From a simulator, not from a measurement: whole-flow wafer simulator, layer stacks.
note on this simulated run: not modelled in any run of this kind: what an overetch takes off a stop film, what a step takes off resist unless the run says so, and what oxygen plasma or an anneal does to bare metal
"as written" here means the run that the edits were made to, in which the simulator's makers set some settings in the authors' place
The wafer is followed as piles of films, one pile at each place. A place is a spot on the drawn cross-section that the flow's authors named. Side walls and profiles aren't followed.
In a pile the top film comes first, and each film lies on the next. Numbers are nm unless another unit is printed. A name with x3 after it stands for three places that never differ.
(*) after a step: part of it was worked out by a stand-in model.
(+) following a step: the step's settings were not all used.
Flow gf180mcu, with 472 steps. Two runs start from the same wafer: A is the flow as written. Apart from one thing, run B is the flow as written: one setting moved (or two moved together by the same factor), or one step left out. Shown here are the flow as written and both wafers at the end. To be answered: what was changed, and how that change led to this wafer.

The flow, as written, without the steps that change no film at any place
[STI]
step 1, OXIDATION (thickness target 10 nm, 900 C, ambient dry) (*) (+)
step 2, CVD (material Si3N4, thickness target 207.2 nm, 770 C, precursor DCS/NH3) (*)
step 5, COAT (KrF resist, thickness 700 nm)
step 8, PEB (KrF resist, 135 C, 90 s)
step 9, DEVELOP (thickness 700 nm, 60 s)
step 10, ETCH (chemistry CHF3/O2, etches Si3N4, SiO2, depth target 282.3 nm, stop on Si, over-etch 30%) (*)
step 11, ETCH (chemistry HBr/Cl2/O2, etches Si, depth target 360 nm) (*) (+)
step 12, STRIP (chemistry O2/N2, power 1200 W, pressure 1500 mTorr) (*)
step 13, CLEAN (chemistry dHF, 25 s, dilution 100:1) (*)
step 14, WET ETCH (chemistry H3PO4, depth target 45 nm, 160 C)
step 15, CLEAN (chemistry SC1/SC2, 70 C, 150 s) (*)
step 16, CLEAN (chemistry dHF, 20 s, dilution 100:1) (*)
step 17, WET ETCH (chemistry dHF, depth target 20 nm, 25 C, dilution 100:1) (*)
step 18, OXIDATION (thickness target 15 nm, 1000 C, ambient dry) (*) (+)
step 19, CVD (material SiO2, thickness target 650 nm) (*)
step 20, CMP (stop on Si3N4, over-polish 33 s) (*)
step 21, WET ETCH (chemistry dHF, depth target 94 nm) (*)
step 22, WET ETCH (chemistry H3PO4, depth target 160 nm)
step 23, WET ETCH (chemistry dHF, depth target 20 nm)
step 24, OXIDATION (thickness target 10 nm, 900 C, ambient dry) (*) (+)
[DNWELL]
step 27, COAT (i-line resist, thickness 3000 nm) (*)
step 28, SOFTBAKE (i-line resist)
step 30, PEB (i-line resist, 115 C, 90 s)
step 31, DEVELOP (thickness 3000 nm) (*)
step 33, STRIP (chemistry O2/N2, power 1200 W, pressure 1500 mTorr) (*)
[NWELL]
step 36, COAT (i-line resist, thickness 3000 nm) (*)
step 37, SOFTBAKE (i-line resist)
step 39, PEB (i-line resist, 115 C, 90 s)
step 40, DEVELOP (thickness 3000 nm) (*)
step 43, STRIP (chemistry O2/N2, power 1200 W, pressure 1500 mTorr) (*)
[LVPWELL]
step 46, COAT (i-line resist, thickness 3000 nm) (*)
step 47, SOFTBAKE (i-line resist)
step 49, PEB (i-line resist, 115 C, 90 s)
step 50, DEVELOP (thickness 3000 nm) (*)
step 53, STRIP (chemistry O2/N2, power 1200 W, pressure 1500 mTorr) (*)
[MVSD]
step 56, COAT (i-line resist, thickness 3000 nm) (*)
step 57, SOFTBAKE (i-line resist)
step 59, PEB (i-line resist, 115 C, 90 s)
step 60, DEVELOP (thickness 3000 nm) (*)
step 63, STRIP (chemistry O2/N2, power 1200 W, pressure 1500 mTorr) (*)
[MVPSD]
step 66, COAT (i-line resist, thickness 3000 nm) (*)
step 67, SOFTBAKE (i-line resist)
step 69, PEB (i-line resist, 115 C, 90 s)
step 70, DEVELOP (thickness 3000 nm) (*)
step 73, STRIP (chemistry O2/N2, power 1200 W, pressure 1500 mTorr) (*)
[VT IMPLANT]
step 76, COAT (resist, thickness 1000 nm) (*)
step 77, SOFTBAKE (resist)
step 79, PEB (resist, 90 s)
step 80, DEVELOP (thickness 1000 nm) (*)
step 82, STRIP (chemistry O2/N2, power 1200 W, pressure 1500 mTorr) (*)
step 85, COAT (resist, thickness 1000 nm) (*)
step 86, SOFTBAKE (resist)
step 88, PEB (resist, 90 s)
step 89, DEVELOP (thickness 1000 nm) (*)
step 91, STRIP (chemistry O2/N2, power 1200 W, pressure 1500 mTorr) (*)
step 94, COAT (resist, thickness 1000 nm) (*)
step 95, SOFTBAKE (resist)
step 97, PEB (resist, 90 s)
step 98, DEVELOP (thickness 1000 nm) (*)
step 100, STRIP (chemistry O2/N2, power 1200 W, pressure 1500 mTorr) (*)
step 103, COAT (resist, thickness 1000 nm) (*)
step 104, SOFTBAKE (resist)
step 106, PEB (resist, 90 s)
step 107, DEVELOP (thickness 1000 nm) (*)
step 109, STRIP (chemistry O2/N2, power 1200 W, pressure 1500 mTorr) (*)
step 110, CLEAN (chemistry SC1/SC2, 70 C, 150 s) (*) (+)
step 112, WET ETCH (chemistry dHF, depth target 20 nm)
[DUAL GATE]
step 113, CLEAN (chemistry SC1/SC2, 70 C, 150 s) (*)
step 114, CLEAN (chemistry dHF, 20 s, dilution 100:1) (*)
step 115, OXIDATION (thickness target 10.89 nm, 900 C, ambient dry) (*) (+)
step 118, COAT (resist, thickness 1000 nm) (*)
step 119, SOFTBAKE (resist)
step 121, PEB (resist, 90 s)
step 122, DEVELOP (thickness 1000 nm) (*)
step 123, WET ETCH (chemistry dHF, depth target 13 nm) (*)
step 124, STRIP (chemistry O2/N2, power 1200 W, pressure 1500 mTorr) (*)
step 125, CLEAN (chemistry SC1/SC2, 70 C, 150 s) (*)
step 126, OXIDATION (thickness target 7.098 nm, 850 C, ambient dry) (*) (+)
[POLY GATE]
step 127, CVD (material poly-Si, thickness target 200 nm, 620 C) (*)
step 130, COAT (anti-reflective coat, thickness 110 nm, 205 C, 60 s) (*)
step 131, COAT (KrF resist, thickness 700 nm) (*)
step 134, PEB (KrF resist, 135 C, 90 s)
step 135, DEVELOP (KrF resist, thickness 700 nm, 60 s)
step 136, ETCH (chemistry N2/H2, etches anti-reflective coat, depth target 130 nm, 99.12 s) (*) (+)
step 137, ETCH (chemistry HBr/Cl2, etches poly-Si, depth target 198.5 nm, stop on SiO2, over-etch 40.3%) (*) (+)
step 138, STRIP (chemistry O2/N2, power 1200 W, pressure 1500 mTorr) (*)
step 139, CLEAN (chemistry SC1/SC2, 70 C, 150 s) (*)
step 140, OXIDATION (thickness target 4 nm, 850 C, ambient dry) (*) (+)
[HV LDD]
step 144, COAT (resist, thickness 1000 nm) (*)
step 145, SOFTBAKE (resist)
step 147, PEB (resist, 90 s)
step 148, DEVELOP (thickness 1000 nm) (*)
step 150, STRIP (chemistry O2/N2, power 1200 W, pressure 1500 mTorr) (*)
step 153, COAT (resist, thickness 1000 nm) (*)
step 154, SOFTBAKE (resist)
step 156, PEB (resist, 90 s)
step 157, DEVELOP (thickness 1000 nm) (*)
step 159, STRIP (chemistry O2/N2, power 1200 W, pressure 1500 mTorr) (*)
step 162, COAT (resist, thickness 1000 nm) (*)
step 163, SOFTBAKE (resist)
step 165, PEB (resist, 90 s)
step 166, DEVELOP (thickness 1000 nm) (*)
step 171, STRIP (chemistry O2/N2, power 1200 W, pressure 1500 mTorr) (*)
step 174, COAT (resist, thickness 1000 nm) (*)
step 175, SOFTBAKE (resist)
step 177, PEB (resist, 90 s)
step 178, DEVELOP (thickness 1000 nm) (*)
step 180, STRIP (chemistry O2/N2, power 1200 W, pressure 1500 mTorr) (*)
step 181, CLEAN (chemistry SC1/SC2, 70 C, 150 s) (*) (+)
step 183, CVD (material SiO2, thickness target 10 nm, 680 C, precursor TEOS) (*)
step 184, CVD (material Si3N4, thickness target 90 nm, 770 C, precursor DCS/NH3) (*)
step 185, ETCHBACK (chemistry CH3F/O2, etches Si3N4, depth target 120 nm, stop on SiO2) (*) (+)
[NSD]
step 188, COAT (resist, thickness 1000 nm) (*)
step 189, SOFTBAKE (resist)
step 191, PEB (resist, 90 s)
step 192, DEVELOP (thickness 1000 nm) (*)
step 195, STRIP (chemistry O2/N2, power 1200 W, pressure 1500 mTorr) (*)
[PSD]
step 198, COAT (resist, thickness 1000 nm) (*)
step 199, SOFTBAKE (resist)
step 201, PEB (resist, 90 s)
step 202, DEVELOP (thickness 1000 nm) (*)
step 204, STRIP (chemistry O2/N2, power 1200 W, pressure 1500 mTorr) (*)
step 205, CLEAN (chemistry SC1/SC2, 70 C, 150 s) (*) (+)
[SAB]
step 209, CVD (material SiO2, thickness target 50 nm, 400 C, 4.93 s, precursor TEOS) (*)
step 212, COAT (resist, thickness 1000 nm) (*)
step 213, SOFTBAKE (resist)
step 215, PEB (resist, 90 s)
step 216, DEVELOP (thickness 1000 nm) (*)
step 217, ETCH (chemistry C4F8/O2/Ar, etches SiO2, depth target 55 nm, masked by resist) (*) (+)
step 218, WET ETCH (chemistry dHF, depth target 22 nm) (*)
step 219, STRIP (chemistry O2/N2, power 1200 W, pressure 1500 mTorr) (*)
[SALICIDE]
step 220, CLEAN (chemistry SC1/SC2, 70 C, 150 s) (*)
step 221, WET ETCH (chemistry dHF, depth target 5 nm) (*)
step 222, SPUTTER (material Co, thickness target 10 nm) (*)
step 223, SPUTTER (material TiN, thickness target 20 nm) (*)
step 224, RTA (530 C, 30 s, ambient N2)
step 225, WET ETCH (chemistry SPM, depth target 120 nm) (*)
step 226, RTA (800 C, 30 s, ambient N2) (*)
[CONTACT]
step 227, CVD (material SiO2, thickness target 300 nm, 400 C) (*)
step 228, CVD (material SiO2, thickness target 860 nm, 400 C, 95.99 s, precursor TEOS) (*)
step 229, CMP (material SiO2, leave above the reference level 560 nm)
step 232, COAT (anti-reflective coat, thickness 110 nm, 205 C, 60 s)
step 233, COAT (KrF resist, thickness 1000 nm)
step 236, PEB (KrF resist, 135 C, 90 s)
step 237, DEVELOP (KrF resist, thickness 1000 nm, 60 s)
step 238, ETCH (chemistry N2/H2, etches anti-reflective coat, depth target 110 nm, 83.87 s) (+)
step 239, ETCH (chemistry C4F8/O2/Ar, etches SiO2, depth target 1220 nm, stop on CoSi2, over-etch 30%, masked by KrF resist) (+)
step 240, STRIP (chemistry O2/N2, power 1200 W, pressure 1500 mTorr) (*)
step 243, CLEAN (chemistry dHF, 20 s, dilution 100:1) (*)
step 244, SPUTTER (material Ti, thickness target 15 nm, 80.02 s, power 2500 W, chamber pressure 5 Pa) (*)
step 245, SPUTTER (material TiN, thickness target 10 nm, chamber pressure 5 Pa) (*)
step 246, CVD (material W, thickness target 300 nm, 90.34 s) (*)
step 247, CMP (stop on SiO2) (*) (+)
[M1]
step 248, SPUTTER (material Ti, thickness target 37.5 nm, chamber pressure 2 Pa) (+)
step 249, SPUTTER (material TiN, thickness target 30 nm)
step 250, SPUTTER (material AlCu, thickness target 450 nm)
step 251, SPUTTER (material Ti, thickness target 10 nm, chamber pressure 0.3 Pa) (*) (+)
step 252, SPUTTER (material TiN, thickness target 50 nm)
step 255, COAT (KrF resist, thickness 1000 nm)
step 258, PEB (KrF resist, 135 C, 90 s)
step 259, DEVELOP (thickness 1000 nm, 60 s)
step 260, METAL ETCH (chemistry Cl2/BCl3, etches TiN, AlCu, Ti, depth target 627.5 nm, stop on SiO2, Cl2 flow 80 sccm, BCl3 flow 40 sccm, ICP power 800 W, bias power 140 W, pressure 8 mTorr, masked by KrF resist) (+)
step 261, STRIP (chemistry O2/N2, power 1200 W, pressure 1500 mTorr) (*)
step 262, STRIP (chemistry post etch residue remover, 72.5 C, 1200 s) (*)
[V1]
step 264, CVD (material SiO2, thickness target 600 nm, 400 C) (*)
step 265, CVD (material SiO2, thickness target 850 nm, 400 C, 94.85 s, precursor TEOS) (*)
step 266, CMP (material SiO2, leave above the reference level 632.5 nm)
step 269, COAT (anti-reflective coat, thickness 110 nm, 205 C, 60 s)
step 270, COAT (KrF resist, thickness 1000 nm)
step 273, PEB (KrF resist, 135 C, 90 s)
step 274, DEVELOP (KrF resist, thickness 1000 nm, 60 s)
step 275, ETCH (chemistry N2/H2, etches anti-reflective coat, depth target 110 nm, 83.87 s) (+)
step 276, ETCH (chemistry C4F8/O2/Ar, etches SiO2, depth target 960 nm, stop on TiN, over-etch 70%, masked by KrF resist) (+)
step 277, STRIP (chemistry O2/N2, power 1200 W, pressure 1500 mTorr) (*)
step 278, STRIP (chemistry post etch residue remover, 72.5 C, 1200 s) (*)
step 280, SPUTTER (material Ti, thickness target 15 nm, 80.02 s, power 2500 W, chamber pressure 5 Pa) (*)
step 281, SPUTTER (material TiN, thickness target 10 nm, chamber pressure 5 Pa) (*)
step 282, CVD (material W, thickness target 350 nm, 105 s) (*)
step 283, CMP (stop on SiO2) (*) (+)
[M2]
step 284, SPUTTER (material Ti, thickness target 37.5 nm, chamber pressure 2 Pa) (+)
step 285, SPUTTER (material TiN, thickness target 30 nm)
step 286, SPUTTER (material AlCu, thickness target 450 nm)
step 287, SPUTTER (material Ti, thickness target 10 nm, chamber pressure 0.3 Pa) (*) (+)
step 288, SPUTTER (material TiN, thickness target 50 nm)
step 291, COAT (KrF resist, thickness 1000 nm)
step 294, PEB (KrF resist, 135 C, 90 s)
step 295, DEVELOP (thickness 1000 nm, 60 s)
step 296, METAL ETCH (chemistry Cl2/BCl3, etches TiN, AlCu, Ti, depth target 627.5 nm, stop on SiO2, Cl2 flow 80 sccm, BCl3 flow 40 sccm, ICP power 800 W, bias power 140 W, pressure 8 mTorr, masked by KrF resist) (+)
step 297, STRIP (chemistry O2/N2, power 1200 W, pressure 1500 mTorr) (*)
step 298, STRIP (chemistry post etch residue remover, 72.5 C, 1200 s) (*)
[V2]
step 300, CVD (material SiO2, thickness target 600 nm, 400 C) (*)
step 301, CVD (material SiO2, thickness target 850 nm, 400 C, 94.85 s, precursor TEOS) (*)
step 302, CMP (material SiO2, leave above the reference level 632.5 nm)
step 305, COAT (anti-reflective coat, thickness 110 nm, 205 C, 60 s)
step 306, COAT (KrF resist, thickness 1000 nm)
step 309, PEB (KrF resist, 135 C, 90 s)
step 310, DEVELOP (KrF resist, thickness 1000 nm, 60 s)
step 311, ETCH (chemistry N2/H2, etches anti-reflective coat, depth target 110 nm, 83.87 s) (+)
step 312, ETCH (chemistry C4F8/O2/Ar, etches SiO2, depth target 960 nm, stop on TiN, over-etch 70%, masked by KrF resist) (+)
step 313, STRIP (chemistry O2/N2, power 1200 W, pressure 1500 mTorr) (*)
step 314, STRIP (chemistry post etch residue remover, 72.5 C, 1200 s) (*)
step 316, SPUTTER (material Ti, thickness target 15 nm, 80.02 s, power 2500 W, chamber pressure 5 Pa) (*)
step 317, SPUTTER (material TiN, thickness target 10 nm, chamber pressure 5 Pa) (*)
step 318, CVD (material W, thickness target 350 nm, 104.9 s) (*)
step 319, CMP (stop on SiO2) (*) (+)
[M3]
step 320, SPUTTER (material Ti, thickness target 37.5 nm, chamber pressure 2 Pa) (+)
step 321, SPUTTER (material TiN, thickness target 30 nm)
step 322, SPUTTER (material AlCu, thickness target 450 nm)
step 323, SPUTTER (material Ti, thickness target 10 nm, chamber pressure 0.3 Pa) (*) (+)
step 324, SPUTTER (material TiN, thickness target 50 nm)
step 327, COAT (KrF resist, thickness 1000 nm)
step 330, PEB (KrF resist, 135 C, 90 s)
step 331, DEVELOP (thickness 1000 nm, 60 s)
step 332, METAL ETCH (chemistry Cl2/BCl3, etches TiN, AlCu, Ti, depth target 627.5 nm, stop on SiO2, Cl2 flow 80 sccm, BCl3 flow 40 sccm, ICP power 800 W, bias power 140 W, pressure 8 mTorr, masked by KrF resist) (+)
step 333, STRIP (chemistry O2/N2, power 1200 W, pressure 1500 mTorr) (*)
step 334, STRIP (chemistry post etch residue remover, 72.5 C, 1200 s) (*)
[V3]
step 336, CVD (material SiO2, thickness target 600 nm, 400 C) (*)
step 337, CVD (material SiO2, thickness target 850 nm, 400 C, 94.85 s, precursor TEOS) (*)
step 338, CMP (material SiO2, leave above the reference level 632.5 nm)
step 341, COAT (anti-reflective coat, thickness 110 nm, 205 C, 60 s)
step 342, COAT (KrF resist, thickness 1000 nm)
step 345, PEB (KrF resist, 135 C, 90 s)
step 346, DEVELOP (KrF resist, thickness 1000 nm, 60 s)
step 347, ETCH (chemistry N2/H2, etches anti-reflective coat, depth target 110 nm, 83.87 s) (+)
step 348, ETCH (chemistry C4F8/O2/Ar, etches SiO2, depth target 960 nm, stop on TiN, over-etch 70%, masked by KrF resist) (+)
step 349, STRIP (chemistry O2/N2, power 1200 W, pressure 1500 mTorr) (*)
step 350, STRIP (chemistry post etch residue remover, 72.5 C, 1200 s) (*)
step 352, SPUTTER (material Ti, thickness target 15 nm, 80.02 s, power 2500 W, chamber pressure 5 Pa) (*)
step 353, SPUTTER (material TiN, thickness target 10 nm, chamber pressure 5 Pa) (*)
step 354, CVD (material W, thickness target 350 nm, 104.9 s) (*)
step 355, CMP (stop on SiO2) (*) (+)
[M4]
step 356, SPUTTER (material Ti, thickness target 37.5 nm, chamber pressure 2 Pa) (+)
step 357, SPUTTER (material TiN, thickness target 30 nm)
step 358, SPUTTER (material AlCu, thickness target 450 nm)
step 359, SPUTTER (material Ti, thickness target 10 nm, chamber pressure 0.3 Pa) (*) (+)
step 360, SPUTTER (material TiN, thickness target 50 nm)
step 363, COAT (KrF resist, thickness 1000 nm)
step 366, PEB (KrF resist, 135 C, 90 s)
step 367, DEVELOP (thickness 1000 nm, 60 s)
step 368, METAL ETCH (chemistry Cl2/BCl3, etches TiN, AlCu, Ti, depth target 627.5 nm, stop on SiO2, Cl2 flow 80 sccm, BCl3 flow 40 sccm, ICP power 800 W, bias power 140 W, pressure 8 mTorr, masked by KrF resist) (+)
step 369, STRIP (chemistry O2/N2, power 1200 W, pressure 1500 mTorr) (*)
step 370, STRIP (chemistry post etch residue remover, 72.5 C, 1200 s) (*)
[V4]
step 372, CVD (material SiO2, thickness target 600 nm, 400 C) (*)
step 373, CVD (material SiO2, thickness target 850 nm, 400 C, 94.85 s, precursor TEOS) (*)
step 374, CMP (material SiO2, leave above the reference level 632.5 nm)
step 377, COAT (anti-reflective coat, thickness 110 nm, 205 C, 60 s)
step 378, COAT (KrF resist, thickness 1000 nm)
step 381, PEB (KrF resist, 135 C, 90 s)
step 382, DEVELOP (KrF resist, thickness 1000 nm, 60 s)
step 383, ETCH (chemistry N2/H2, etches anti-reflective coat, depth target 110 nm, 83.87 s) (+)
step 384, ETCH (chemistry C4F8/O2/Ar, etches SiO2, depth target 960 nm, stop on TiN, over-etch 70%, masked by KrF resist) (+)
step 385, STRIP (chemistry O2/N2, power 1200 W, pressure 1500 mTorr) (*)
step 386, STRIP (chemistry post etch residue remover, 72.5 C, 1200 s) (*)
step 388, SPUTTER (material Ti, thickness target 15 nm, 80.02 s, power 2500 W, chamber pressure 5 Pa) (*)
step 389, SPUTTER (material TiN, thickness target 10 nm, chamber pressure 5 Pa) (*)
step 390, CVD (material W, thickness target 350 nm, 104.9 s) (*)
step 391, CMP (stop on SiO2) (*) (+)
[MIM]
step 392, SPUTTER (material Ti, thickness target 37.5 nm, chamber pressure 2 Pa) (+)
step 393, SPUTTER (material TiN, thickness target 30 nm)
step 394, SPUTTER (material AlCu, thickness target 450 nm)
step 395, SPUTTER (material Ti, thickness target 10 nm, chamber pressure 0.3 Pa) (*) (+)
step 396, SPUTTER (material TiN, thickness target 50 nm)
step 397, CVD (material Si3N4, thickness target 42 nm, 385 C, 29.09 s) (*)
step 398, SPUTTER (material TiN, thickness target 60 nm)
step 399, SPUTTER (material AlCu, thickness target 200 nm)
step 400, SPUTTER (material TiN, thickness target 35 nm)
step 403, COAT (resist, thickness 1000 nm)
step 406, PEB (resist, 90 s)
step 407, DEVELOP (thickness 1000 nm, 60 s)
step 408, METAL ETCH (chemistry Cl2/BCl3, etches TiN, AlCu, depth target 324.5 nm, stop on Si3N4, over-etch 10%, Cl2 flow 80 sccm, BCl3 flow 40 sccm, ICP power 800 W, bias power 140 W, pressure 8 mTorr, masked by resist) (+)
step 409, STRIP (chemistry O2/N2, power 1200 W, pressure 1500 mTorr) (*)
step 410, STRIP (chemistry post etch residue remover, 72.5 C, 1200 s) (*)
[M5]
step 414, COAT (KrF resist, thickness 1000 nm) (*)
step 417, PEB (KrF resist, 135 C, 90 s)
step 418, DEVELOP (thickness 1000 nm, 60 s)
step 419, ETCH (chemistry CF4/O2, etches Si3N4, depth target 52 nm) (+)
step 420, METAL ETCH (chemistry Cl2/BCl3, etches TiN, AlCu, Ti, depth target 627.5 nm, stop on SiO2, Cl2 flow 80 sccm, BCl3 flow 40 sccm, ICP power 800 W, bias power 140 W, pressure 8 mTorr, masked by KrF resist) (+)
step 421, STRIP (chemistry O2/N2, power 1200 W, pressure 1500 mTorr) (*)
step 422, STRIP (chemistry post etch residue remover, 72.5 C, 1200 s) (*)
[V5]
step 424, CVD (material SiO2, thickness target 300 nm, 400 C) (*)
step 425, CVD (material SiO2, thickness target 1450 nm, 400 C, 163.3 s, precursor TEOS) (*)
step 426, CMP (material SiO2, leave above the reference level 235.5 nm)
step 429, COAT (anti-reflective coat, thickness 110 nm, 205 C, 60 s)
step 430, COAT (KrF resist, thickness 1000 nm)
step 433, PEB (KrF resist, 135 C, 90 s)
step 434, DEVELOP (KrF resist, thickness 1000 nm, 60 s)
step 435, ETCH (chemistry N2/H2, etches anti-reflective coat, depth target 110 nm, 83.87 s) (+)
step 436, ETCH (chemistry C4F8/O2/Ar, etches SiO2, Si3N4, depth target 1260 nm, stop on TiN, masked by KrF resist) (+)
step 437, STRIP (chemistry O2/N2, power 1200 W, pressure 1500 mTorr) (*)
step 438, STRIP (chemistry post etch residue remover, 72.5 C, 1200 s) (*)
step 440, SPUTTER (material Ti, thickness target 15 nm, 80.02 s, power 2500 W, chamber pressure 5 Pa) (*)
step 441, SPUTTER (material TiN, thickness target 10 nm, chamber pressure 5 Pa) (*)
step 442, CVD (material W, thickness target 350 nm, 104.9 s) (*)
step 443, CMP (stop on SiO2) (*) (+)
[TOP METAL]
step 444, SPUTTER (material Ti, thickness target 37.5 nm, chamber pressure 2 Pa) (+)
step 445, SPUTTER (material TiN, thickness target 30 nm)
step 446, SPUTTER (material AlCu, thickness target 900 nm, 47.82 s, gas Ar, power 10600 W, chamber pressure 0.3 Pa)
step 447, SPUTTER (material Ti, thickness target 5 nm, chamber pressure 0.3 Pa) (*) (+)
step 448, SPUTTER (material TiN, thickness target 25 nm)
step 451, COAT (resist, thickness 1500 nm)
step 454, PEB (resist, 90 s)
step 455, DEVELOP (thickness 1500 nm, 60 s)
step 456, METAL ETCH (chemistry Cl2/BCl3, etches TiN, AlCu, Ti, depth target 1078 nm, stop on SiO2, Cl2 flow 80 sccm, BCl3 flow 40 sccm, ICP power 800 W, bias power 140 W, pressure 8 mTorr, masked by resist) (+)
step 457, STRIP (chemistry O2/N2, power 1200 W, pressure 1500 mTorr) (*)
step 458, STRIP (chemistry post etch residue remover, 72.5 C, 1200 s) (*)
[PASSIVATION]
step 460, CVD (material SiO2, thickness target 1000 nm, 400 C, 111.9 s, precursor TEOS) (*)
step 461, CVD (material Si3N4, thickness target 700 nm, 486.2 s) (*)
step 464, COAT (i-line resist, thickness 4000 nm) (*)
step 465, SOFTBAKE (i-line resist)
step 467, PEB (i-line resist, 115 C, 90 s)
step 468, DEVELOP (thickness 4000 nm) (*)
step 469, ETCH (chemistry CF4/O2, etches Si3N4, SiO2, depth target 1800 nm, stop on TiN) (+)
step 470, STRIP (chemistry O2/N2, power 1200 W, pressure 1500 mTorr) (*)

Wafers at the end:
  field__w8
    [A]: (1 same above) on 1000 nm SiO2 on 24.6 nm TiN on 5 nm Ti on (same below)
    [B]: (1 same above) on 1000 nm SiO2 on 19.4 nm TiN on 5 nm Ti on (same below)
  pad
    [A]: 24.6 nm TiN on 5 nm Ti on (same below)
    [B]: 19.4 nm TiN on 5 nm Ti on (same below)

What caused this: step 448, SPUTTER: thickness target 19.8 nm was run, while the flow as written has thickness target 25 nm.

Step by step, how the change led to this:
  step 448, SPUTTER (material TiN, thickness target 25 nm)
      field, field__w1, field__w2 and 109 more: A +25 TiN (new film) | B +19.8 TiN (new film)
  step 456, METAL ETCH (chemistry Cl2/BCl3, etches TiN, AlCu, Ti, depth target 1078 nm, stop on SiO2, Cl2 flow 80 sccm, BCl3 flow 40 sccm, ICP power 800 W, bias power 140 W, pressure 8 mTorr, masked by resist) (+)
      field, field__w1, field__w2 and 103 more: A -25 TiN (all of it), -5 Ti (all of it), -900 AlCu (all of it), -30 TiN (all of it), -37.5 Ti (all of it) | B -19.8 TiN (all of it), -5 Ti (all of it), -900 AlCu (all of it), -30 TiN (all of it), -37.5 Ti (all of it)
